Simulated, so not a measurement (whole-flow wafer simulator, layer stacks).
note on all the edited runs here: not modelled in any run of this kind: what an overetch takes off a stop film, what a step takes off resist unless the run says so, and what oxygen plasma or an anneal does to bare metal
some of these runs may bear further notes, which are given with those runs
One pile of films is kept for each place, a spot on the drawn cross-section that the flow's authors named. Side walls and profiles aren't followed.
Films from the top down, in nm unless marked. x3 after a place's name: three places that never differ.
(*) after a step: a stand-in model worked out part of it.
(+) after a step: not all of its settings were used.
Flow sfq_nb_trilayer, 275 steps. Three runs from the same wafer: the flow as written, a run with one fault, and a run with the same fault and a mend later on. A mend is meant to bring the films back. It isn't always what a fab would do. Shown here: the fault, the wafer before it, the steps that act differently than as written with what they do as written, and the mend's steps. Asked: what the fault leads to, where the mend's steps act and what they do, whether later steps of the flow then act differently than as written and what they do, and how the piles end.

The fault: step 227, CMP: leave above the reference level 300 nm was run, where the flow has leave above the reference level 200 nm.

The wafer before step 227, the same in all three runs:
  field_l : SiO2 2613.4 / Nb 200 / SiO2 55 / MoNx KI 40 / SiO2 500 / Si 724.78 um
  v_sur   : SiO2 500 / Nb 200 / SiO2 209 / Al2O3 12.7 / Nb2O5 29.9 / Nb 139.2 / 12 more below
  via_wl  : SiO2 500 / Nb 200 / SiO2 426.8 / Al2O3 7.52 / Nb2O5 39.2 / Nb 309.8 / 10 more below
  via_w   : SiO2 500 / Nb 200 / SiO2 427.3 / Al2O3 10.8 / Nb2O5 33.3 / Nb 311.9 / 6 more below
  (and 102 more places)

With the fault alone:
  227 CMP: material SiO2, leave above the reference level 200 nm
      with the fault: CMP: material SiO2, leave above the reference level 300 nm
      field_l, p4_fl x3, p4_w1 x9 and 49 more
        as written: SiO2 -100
        with the fault: nothing
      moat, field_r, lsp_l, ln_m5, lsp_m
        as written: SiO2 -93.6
        with the fault: nothing
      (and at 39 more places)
  Later steps of the flow that act differently than as written (6 more steps differ only slightly, by at most 2% or 0.5 nm, whichever is larger, and aren't shown):
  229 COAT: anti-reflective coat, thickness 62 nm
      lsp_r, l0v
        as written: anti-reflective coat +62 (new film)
        with the fault: anti-reflective coat +63.5 (new film)
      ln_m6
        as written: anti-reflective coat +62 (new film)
        with the fault: anti-reflective coat +60.2 (new film)
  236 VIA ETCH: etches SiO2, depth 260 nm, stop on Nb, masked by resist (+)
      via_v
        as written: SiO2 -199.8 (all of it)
        with the fault: SiO2 -260
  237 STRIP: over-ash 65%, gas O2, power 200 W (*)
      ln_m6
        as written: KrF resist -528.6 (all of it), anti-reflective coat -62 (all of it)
        with the fault: KrF resist -527 (all of it), anti-reflective coat -60.2 (all of it)
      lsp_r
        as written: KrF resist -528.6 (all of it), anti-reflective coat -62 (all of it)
        with the fault: KrF resist -531.4 (all of it), anti-reflective coat -63.5 (all of it)
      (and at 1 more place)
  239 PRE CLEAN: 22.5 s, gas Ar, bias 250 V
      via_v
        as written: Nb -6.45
        with the fault: SiO2 -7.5
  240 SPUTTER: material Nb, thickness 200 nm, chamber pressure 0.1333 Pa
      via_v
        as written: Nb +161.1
        with the fault: Nb +146.9 (new film)
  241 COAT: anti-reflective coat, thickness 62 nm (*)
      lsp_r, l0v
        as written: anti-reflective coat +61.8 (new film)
        with the fault: anti-reflective coat +63.1 (new film)
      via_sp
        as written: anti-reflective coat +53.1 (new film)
        with the fault: anti-reflective coat +49.9 (new film)
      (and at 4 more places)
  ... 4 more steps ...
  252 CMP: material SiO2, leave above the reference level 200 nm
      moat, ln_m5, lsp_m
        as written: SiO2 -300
        with the fault: SiO2 -293.6
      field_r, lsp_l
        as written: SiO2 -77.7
        with the fault: SiO2 -71.3
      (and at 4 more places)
  At the end the piles differ from the flow's by more than 2% or 0.5 nm, whichever is larger, at field_l, v_sur, via_wl and 103 more.
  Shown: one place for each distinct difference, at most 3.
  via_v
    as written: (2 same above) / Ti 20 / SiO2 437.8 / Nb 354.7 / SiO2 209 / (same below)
    with the fault: (2 same above) / Ti 20 / SiO2 513.3 / Nb 146.9 / SiO2 32.3 / Nb 200 / SiO2 209 / (same below)
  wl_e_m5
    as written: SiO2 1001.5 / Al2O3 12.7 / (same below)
    with the fault: SiO2 1101.5 / Al2O3 12.7 / (same below)
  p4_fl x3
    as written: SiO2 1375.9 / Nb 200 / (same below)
    with the fault: SiO2 1475.9 / Nb 200 / (same below)

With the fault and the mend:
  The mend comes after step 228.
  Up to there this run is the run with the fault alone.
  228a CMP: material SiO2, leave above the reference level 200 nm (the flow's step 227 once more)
      field_l, v_sur, via_wl and 95 more
        SiO2 -100
      moat, field_r, lsp_l, ln_m5, lsp_m
        SiO2 -93.6
      lsp_r, l0_sur, l0v
        SiO2 -91.9
  No later step of the flow acts differently than as written at any place that is followed.
  At the end the piles are the same as the flow's at every place that both follow.
